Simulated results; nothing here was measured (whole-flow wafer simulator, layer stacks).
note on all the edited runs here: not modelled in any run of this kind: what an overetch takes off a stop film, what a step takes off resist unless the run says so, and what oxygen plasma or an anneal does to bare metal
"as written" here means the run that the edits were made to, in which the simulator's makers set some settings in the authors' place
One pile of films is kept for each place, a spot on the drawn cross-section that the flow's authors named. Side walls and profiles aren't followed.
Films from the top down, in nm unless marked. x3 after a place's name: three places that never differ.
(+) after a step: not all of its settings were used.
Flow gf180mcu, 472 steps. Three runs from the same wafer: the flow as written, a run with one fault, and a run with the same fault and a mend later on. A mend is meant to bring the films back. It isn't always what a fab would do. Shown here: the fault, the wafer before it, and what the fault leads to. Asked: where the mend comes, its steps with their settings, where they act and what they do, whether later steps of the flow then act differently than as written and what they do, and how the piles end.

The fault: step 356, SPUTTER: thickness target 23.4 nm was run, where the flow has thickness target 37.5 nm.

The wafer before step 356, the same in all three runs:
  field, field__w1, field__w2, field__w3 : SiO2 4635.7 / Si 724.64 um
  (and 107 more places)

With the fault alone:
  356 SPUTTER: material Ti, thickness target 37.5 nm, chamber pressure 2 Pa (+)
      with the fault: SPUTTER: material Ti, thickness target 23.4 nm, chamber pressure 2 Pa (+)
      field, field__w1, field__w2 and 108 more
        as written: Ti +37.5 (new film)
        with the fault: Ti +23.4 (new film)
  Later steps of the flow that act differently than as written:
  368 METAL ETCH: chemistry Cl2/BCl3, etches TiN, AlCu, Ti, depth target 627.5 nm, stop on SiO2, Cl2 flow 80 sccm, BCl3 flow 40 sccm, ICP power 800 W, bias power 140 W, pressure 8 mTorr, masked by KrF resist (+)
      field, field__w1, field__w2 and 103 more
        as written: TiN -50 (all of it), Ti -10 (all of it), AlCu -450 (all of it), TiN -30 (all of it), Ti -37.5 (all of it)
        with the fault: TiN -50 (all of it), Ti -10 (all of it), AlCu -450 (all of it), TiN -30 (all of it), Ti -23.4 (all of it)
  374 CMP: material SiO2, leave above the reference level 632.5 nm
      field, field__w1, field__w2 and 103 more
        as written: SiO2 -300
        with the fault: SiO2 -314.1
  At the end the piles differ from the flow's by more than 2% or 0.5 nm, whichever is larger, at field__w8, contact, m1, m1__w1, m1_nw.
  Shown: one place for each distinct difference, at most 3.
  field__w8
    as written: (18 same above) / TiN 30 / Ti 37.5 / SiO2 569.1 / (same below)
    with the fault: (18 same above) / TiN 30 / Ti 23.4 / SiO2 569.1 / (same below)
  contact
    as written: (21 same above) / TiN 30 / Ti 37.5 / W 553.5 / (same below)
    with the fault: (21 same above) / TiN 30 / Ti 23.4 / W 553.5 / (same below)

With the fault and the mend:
  The mend comes after step 356.
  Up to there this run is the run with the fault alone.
  356a SPUTTER: material Ti, thickness target 14.1 nm, chamber pressure 2 Pa (+) (the flow's step 356 once more, with other settings)
      field, field__w1, field__w2 and 108 more
        Ti +14.1
  No later step of the flow acts differently than as written at any place that is followed.
  At the end the piles are the same as the flow's at every place that both follow.
